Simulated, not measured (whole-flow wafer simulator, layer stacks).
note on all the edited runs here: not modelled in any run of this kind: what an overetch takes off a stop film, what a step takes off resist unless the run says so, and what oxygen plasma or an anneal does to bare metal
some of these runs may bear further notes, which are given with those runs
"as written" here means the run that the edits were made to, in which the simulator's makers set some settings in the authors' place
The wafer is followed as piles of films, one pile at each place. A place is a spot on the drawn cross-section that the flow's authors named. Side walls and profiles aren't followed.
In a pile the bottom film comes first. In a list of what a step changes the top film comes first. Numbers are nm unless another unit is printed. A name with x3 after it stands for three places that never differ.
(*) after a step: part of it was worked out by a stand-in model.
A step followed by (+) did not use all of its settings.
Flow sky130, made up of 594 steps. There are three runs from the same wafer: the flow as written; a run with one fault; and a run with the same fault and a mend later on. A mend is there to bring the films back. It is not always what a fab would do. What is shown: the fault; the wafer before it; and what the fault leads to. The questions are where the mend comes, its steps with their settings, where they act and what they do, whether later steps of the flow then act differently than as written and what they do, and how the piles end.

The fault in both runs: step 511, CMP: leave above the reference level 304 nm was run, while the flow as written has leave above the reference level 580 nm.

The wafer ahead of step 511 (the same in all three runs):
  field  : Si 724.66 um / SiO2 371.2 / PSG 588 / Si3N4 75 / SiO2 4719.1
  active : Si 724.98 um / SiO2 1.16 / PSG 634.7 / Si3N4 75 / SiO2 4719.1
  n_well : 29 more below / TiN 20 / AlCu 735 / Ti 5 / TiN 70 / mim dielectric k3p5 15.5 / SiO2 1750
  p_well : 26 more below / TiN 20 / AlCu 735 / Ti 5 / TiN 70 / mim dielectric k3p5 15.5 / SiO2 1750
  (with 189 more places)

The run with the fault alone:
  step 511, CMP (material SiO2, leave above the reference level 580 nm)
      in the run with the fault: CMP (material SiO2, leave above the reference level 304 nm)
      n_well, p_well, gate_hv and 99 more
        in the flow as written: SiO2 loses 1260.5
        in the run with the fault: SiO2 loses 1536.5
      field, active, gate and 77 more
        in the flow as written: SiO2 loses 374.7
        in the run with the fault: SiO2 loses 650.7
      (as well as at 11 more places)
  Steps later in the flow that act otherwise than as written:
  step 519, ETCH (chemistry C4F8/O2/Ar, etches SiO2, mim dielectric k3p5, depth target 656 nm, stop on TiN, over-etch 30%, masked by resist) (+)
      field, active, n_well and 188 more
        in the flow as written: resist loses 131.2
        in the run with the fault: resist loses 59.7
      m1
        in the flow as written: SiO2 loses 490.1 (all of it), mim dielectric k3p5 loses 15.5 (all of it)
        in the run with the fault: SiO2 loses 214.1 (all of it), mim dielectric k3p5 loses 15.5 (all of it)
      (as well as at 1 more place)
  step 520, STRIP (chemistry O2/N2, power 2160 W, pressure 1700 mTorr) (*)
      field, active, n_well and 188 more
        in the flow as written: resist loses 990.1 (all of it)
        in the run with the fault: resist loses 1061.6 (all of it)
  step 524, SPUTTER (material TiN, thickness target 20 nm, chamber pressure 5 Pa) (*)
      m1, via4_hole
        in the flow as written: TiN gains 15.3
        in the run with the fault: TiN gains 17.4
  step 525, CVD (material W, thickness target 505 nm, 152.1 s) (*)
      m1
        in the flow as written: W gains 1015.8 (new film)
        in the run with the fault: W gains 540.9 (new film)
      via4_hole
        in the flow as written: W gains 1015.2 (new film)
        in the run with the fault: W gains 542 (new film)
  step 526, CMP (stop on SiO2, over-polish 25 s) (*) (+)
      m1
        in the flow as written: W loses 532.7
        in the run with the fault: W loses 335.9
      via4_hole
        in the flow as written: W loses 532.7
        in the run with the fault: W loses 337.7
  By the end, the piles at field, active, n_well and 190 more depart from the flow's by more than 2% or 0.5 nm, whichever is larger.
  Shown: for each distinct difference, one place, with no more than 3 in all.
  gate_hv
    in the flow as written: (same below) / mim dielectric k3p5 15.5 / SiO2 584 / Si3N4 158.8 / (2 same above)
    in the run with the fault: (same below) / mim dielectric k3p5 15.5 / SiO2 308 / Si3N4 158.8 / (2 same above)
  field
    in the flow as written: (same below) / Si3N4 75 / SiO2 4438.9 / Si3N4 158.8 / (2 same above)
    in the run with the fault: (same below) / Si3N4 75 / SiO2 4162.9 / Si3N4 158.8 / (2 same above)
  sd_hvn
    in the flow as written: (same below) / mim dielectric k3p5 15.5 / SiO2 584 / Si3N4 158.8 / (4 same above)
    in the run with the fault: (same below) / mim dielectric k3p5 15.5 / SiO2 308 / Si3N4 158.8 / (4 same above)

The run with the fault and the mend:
  After step 511 comes the mend.
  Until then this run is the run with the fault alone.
  step 511a, HDPCVD (thickness target 276 nm) (*) (the flow's step 510, run once more with other settings)
      field, active, n_well and 190 more
        SiO2 gains 276
  Every later step of the flow that is run acts as written at every place that is followed.
  At every place that both follow, the piles at the end match the flow's.
